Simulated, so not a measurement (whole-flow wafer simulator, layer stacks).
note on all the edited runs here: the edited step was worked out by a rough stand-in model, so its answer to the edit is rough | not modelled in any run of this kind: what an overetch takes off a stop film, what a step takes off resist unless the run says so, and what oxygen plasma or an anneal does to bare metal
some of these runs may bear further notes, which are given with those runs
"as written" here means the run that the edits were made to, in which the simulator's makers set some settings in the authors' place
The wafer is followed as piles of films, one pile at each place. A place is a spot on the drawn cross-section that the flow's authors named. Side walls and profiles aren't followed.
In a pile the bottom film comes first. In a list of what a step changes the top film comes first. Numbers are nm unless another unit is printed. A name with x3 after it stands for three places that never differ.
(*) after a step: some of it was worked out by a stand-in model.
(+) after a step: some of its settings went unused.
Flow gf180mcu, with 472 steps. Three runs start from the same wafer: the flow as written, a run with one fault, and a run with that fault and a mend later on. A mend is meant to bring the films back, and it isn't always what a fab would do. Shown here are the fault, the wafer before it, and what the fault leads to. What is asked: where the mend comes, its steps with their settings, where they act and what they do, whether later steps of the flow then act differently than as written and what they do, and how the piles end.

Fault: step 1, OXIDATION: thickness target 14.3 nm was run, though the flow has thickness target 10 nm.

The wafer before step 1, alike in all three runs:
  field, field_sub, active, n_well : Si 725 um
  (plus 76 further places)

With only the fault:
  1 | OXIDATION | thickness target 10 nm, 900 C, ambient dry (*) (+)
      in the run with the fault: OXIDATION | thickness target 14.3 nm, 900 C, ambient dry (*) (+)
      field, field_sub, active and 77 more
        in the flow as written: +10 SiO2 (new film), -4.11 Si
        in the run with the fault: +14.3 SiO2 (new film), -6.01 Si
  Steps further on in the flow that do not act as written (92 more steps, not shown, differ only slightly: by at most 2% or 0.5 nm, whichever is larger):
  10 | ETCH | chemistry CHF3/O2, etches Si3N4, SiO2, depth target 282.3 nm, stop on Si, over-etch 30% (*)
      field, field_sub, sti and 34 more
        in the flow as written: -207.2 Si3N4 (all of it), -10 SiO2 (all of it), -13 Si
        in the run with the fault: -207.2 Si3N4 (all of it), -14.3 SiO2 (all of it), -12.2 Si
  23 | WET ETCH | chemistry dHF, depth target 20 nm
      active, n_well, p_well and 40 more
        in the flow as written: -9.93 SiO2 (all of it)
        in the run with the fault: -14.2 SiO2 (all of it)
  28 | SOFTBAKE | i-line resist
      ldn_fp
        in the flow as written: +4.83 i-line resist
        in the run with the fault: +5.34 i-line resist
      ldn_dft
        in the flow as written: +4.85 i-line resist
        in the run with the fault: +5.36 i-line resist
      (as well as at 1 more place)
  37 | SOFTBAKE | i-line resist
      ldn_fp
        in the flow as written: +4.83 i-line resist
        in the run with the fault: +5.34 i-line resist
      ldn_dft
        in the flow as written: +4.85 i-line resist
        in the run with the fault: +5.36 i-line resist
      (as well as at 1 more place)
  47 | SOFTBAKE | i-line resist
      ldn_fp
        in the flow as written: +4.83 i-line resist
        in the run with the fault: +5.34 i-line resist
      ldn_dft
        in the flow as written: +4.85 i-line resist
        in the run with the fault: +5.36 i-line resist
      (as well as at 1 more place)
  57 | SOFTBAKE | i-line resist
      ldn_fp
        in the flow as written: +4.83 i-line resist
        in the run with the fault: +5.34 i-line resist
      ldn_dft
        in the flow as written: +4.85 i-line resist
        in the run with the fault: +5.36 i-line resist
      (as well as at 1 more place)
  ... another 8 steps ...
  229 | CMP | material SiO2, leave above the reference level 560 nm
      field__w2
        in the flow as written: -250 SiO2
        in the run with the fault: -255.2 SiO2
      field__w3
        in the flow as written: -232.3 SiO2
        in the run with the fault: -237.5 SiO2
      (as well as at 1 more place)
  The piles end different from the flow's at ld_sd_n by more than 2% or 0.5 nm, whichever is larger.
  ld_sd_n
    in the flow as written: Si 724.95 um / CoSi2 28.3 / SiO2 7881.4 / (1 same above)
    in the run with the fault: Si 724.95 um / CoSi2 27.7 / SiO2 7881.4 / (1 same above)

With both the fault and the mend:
  After step 1 comes the mend.
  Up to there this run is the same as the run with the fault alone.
  1a | WET ETCH | chemistry dHF, depth target 4.3 nm, 25 C, dilution 100:1
      field, field_sub, active and 77 more
        -4.3 SiO2
  None of the later steps of the flow acts differently than as written at any place that is followed.
  When the end is reached, the piles differ only a little from the flow's at the places that both follow, at most by 2% or 0.5 nm, whichever is larger.
